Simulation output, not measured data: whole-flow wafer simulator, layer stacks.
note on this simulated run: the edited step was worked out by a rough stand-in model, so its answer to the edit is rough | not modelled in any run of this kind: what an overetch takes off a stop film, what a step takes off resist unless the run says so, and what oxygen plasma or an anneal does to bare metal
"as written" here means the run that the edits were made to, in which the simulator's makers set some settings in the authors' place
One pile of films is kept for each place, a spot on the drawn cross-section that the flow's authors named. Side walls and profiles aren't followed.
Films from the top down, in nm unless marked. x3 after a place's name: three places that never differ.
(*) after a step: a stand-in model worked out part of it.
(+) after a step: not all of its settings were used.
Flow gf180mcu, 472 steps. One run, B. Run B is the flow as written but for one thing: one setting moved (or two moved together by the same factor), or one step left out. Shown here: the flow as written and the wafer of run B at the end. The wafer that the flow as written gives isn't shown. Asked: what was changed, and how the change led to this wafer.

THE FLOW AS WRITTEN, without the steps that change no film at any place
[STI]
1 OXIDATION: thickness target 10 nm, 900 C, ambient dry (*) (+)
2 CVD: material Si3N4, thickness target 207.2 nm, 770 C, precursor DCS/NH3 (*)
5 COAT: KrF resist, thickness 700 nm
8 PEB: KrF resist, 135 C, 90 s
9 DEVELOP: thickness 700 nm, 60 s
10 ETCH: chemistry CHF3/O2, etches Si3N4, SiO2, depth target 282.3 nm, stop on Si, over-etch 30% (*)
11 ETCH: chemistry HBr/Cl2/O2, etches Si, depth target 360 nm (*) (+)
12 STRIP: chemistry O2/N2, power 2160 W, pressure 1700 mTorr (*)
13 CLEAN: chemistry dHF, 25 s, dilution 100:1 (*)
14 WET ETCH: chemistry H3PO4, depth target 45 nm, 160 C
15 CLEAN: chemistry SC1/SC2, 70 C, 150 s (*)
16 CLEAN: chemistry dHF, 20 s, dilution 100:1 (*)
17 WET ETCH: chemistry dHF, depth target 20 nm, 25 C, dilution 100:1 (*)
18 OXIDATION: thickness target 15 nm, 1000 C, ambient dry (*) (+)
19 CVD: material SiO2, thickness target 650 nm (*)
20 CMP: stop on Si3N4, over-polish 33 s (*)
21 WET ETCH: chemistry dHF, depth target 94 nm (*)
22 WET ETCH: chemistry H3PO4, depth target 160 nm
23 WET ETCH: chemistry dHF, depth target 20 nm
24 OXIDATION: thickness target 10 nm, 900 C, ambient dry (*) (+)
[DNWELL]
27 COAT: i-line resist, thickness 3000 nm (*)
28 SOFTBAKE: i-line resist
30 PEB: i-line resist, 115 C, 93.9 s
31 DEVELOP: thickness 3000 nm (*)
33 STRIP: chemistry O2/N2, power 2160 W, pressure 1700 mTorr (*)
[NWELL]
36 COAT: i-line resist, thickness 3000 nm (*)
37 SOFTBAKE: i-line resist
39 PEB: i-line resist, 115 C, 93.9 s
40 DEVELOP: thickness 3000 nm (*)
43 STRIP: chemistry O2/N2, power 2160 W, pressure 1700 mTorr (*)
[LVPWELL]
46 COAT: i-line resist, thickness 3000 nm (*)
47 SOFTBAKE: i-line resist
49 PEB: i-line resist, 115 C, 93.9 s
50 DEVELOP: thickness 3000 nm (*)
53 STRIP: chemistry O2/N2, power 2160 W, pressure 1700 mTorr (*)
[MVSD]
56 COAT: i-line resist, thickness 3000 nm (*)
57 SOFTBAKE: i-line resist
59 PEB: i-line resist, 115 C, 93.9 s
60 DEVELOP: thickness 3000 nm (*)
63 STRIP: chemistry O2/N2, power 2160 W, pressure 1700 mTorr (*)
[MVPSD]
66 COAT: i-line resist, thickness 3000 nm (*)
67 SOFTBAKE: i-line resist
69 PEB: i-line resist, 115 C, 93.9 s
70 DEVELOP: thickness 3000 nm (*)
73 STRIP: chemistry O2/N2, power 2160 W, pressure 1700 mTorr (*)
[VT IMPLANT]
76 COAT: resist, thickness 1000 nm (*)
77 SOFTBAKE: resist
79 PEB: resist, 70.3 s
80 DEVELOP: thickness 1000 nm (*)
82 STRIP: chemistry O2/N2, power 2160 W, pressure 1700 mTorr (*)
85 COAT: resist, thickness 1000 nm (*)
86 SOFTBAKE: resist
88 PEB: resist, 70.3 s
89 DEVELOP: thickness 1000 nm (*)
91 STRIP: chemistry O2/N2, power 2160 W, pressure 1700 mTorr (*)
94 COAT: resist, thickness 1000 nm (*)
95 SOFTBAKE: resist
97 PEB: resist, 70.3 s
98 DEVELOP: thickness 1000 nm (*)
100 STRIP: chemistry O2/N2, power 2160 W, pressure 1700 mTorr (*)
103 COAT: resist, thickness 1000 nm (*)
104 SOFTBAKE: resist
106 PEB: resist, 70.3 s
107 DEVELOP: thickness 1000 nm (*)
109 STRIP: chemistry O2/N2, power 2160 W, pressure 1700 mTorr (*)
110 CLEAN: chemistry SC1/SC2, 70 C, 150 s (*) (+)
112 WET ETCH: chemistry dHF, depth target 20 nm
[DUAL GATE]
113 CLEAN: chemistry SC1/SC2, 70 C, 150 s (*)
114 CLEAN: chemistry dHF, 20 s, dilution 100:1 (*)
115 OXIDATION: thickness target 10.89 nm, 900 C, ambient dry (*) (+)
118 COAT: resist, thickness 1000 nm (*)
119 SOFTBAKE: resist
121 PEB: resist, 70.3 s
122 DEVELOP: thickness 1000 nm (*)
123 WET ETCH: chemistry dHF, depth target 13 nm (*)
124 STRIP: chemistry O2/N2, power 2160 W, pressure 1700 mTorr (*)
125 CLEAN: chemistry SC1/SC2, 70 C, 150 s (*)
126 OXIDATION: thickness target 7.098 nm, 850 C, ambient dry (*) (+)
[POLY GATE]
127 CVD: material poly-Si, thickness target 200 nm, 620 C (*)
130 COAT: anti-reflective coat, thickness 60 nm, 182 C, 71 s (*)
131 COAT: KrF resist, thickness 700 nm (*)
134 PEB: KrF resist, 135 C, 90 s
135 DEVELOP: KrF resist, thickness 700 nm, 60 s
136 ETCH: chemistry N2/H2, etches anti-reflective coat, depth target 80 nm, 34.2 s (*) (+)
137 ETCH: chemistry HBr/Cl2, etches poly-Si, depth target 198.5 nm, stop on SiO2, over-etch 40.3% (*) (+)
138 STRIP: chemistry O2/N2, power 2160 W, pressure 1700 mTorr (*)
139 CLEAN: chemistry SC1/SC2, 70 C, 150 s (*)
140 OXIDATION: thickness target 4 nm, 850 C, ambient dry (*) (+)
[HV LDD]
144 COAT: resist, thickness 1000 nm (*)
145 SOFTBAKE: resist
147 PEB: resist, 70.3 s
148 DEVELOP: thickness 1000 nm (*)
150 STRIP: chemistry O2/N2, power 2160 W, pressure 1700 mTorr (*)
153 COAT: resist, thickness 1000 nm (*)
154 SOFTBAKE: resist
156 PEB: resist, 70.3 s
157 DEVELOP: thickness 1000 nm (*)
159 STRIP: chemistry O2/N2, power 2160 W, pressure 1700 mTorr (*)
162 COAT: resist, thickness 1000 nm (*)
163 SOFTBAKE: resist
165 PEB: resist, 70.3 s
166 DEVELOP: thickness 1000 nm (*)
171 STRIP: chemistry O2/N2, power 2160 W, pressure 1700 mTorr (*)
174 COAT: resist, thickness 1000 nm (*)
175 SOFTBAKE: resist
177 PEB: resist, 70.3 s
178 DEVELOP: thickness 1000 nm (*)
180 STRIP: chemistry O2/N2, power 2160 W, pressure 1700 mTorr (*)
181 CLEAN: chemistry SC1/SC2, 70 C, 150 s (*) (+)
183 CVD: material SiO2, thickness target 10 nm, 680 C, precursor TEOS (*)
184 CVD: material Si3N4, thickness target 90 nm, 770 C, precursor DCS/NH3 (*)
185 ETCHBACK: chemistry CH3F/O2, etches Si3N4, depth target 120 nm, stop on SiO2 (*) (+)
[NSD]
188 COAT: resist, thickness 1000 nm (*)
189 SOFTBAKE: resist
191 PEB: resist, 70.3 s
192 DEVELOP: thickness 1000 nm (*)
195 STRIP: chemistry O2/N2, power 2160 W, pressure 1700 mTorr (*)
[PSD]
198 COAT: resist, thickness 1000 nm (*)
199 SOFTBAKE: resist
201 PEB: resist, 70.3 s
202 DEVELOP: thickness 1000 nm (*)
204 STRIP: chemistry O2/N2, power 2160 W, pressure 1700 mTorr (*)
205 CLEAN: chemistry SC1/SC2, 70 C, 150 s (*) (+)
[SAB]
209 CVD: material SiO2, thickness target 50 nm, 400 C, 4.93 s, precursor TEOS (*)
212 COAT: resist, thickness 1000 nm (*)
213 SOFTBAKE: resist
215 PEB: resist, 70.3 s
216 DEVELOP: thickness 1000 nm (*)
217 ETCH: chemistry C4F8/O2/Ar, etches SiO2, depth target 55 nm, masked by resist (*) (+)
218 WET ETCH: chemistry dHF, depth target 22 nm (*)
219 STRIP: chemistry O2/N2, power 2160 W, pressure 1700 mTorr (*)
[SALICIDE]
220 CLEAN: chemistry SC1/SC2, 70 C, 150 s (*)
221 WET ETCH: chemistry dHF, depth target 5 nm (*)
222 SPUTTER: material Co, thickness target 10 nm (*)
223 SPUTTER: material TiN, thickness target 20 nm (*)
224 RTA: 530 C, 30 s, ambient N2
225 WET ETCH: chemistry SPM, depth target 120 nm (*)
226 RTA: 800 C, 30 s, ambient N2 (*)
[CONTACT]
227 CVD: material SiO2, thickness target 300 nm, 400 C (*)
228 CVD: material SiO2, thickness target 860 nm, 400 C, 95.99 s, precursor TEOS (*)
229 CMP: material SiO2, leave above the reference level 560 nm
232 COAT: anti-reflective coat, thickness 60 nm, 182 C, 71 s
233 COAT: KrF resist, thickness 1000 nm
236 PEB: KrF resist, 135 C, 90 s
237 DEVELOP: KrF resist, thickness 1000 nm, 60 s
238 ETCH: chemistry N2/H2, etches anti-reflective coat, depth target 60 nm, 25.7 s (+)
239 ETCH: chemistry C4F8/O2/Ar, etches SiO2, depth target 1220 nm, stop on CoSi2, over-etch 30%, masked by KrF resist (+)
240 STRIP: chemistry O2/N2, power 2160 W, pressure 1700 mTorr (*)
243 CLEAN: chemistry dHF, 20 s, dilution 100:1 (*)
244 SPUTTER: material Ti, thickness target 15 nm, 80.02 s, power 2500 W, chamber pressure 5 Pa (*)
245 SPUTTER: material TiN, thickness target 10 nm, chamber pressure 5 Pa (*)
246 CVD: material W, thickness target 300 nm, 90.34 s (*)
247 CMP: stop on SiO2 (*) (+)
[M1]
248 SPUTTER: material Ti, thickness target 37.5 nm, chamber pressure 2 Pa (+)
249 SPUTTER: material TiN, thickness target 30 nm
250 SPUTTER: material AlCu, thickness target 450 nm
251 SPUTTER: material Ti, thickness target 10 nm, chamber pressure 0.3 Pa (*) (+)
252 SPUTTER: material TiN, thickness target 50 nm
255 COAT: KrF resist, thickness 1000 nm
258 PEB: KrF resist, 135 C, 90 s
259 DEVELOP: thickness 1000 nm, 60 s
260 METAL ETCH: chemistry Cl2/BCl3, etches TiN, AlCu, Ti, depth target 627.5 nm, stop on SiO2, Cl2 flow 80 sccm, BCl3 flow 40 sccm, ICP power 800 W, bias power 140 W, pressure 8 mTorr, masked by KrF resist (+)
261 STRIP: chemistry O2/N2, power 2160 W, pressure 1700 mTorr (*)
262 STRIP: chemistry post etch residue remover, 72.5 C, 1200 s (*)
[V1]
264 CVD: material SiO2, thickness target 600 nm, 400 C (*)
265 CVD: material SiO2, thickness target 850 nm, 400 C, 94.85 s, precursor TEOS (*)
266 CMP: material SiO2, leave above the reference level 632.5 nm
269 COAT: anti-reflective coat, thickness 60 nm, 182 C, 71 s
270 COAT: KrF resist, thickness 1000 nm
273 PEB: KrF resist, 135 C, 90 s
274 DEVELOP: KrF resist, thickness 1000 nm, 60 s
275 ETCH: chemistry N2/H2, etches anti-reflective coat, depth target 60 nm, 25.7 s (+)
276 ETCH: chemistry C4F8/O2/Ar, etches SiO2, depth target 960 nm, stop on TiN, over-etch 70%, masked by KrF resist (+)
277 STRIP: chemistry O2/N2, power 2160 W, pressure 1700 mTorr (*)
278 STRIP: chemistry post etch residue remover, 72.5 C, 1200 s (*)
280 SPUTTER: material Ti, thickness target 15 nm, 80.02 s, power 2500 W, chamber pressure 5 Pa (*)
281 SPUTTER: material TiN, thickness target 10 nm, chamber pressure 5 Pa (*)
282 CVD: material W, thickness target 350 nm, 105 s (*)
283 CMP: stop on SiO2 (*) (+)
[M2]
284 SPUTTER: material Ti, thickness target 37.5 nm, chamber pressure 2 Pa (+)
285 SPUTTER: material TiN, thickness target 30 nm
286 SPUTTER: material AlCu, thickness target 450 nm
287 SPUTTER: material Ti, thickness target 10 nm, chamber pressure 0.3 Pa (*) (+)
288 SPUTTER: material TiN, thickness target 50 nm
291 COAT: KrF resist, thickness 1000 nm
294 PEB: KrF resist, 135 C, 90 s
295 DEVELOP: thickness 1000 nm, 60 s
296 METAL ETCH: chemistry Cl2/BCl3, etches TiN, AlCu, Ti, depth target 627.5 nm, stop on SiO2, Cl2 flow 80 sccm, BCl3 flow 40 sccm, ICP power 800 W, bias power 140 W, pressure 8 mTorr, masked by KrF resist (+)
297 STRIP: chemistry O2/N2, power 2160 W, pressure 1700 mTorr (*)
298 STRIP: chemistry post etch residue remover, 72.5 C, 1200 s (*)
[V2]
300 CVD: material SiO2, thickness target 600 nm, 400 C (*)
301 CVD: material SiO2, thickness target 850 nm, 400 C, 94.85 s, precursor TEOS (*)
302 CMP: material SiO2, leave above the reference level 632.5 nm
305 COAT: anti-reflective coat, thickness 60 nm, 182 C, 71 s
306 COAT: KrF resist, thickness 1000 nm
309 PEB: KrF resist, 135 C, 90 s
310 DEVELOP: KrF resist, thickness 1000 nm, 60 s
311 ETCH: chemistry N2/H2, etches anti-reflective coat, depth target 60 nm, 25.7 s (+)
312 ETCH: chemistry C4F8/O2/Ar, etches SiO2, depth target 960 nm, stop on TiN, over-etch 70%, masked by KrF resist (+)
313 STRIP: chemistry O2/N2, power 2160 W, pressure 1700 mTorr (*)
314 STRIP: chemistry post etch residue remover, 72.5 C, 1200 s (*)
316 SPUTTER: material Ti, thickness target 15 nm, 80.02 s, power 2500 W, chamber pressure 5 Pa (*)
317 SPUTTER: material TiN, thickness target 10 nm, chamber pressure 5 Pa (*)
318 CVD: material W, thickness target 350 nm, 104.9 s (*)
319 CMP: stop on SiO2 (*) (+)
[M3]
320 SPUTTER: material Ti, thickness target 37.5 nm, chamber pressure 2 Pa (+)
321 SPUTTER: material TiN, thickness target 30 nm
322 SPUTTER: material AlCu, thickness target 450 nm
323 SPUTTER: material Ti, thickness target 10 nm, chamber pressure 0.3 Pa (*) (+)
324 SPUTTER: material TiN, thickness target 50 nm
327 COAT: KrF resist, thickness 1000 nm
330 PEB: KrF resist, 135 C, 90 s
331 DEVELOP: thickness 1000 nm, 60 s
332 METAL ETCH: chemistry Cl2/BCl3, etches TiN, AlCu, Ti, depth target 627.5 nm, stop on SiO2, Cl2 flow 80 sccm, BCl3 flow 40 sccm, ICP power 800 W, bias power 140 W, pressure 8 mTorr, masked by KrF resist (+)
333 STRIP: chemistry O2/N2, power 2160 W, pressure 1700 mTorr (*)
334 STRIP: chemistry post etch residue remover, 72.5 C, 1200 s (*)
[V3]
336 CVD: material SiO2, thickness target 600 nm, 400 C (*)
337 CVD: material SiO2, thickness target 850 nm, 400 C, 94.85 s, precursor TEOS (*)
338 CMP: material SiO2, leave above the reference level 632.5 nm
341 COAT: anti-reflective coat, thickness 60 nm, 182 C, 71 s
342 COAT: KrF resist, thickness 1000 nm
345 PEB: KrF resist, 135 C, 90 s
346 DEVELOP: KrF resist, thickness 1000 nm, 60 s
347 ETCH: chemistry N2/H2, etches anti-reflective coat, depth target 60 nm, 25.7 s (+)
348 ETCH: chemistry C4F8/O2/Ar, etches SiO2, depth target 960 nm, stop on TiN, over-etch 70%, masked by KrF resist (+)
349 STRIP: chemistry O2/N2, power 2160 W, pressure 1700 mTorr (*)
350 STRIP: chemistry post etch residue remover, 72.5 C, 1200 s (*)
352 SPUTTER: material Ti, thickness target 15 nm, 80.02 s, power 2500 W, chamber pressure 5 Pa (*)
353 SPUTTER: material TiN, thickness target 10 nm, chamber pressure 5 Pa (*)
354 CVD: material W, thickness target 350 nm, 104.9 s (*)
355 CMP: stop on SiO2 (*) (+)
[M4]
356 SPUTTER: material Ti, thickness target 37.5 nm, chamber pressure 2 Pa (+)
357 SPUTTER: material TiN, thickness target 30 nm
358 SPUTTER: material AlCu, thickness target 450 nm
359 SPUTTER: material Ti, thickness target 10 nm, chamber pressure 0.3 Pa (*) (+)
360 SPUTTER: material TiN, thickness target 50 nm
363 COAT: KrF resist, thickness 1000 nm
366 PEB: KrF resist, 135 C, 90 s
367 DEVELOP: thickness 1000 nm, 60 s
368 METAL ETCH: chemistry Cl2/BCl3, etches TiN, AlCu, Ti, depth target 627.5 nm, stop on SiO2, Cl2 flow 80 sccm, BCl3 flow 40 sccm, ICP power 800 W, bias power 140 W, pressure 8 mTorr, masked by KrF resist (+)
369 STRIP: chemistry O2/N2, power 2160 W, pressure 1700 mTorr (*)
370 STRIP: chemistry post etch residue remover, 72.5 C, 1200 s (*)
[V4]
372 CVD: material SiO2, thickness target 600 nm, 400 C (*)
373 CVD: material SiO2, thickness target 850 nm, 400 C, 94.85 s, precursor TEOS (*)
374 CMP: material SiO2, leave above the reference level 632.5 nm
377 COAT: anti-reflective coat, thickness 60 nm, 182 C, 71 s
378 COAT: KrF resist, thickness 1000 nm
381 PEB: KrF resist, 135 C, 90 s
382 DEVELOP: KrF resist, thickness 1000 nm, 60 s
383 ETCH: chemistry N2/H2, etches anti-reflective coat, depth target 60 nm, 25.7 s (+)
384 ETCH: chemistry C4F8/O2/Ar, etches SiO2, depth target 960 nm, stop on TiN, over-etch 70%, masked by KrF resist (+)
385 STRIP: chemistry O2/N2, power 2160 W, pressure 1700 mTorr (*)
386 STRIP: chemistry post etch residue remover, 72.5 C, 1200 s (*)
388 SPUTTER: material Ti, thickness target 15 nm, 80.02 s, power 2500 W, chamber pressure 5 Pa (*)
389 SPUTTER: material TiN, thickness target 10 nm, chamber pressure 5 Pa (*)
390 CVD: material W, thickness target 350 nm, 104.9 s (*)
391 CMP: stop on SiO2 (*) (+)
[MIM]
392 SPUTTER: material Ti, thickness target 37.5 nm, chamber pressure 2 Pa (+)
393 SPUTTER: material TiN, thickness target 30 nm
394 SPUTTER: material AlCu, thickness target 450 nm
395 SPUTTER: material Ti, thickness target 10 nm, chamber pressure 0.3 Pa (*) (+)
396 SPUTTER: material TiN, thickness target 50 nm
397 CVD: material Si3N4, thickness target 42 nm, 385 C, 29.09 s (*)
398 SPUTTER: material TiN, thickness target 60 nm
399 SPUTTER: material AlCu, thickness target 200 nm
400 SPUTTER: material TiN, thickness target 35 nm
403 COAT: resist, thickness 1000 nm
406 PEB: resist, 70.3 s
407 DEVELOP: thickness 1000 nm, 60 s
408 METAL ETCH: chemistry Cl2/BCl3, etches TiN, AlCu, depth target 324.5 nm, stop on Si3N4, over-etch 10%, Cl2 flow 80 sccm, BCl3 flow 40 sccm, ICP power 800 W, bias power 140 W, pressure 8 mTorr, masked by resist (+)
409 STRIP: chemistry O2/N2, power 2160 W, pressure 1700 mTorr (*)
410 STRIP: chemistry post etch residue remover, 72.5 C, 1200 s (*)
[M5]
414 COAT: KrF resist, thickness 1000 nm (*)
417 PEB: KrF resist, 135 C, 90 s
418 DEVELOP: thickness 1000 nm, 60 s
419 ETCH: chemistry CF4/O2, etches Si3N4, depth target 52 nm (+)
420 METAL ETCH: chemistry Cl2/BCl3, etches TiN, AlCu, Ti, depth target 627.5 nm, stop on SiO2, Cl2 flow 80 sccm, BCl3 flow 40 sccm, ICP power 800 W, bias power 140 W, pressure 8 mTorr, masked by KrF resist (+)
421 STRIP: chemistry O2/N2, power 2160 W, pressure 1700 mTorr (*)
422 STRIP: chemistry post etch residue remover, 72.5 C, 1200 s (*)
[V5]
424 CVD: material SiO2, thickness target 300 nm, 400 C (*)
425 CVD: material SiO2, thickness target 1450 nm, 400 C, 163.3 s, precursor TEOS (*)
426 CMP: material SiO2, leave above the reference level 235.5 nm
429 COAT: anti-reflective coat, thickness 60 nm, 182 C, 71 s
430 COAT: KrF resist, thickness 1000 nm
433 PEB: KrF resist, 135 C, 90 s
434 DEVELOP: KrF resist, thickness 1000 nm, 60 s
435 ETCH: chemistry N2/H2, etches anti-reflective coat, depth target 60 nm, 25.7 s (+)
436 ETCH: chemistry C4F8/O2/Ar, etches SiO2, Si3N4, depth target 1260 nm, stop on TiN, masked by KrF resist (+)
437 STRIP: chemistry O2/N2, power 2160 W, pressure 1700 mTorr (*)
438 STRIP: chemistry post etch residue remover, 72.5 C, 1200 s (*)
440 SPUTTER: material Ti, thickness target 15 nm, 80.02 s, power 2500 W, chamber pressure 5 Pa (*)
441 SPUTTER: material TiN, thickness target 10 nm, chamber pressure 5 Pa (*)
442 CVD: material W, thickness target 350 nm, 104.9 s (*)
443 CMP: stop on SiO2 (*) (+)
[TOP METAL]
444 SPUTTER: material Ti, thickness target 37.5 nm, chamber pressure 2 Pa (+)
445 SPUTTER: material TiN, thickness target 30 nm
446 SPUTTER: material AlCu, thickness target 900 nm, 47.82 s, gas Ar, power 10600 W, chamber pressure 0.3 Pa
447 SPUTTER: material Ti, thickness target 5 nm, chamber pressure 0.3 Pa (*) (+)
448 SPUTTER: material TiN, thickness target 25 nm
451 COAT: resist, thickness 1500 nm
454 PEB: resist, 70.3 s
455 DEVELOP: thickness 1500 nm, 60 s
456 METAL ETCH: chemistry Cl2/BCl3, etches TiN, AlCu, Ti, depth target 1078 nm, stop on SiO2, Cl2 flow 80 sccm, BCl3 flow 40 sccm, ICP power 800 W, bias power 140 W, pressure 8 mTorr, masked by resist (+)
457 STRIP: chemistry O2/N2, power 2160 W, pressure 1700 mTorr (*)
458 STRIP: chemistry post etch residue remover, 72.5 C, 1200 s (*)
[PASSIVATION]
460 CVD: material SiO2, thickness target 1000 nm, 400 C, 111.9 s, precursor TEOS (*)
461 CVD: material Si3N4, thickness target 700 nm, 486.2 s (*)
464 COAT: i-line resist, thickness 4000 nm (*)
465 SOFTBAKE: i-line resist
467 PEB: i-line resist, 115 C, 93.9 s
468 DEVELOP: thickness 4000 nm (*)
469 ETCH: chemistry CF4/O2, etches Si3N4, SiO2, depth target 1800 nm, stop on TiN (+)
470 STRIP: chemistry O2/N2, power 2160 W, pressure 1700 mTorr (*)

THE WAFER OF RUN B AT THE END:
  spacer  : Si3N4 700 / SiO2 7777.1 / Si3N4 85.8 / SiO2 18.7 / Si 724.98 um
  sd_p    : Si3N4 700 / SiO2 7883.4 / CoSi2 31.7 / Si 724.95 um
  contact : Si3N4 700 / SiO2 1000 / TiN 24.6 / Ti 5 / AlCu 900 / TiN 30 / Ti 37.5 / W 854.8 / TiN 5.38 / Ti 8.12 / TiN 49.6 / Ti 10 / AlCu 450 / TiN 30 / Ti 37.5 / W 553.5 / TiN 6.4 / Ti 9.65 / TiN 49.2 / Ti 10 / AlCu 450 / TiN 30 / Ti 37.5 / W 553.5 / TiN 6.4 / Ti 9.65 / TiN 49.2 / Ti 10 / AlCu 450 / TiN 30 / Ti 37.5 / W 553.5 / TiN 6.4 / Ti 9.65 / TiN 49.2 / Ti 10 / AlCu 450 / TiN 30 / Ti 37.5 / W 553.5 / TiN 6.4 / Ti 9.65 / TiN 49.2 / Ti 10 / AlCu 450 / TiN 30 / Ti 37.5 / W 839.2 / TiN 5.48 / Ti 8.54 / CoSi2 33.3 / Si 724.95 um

The cause: step 183, CVD: thickness target 11.5 nm was run, where the flow has thickness target 10 nm.

How the change led to this, step by step:
  183 CVD: material SiO2, thickness target 10 nm, 680 C, precursor TEOS (*)
      field, field__w1, field__w2 and 99 more: SiO2 +11.5 (as written it would be: SiO2 +10)
      ld_drift_p: SiO2 +11.4 (as written it would be: SiO2 +9.87)
      (and at 1 more place)
  189 SOFTBAKE: resist
      field__w9: resist -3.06 (as written it would be: resist +6.92)
      active_hv: resist -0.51 (as written it would be: resist +2.68)
      (and at 2 more places)
  199 SOFTBAKE: resist
      field__w9: resist -3.06 (as written it would be: resist +6.92)
      active_hv: resist -0.51 (as written it would be: resist +2.68)
      (and at 2 more places)
  218 WET ETCH: chemistry dHF, depth target 22 nm (*)
      gate, gate_hv, gate_p and 23 more: SiO2 -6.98 (all of it) (as written it would be: SiO2 -5.48 (all of it))
      active, p_well, sd_n, iso_ptap_pw, iso_ntap_nw, iso_ptap_sub, vpnp_e: SiO2 -10.5 (all of it) (as written it would be: SiO2 -9.01 (all of it))
      (and at 16 more places)
